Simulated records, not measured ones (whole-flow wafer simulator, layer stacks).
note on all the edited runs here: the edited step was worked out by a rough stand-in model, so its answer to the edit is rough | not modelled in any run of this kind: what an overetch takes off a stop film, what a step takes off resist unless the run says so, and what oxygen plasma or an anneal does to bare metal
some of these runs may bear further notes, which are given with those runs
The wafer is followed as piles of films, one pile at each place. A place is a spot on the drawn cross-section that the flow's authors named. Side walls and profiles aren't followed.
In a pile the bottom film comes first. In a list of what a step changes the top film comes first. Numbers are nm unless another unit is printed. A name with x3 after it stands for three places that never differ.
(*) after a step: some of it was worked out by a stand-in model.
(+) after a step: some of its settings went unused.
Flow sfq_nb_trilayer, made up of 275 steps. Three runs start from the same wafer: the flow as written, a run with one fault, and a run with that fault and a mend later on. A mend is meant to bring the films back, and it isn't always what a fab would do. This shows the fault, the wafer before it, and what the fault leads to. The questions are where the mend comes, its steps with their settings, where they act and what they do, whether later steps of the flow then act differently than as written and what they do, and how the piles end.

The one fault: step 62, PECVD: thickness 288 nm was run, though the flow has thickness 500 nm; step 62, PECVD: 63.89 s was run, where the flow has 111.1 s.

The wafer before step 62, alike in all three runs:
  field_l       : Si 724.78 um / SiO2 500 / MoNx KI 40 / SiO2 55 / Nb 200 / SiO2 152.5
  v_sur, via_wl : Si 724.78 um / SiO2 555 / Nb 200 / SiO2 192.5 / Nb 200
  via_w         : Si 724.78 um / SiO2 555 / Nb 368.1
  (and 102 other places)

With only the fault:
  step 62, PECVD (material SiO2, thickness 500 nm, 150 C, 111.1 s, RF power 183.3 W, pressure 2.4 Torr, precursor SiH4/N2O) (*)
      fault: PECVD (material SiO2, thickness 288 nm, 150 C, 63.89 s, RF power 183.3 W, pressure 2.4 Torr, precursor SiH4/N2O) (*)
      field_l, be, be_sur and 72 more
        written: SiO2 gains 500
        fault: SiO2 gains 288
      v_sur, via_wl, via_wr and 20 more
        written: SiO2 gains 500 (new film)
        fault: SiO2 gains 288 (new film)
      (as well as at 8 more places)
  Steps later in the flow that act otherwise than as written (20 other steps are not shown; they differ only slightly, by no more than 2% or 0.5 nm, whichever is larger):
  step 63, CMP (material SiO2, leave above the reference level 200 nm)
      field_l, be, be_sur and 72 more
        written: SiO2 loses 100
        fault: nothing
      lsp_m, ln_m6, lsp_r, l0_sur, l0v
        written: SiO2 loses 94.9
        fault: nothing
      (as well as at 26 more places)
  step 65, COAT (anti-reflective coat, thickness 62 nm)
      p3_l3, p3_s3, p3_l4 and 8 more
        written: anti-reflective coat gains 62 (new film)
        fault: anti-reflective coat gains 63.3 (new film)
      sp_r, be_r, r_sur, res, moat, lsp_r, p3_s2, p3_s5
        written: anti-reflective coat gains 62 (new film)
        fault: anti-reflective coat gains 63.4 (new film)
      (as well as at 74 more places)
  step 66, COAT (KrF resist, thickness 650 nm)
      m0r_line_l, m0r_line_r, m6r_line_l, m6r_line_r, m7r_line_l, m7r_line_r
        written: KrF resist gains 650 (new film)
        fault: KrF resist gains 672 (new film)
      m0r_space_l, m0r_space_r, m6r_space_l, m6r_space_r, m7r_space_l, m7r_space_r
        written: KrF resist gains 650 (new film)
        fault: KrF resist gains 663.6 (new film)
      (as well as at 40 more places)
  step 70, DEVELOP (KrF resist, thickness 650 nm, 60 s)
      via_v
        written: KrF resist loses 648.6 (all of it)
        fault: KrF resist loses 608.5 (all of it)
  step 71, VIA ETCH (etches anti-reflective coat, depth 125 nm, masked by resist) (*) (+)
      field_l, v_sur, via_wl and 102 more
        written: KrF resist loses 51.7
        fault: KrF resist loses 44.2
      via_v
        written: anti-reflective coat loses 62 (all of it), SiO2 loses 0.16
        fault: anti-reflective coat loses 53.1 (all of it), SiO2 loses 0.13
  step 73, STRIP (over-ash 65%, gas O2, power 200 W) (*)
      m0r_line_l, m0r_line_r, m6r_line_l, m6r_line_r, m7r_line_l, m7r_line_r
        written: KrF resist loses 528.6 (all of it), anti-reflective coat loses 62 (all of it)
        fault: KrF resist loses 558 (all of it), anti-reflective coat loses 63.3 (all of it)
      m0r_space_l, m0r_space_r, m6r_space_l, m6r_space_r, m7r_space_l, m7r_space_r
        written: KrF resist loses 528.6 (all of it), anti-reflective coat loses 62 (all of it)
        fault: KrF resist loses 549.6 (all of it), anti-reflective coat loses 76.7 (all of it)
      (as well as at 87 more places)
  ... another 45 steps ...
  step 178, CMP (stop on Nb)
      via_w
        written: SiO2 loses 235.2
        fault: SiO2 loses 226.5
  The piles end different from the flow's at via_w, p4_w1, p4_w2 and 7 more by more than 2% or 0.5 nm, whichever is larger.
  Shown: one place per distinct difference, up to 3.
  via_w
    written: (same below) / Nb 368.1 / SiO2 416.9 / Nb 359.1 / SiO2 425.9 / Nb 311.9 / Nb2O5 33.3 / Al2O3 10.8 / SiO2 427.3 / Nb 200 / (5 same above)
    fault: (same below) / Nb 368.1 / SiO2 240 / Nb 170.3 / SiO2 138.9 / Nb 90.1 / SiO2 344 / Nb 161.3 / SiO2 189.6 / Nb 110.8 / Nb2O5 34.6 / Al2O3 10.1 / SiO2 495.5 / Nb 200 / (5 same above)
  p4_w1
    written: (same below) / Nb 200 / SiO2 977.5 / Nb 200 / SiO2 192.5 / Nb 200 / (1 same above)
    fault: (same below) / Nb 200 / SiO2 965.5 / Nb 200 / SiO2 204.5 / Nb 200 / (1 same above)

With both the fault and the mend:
  The mend follows step 62.
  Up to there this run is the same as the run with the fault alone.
  step 62a, PECVD (material SiO2, thickness 212 nm, 150 C, 47.11 s, RF power 183.3 W, pressure 2.4 Torr, precursor SiH4/N2O) (*) (the flow's step 62 again, with other settings)
      field_l, v_sur, via_wl and 102 more
        SiO2 gains 212
      via_w
        SiO2 gains 188.9
  Steps later in the flow that act otherwise than as written:
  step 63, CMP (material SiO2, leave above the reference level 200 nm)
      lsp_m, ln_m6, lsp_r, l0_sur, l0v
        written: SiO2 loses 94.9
        mend: SiO2 loses 100
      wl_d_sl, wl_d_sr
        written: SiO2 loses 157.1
        mend: SiO2 loses 100
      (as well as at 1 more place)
  The piles end the same as the flow's at every place that both follow.
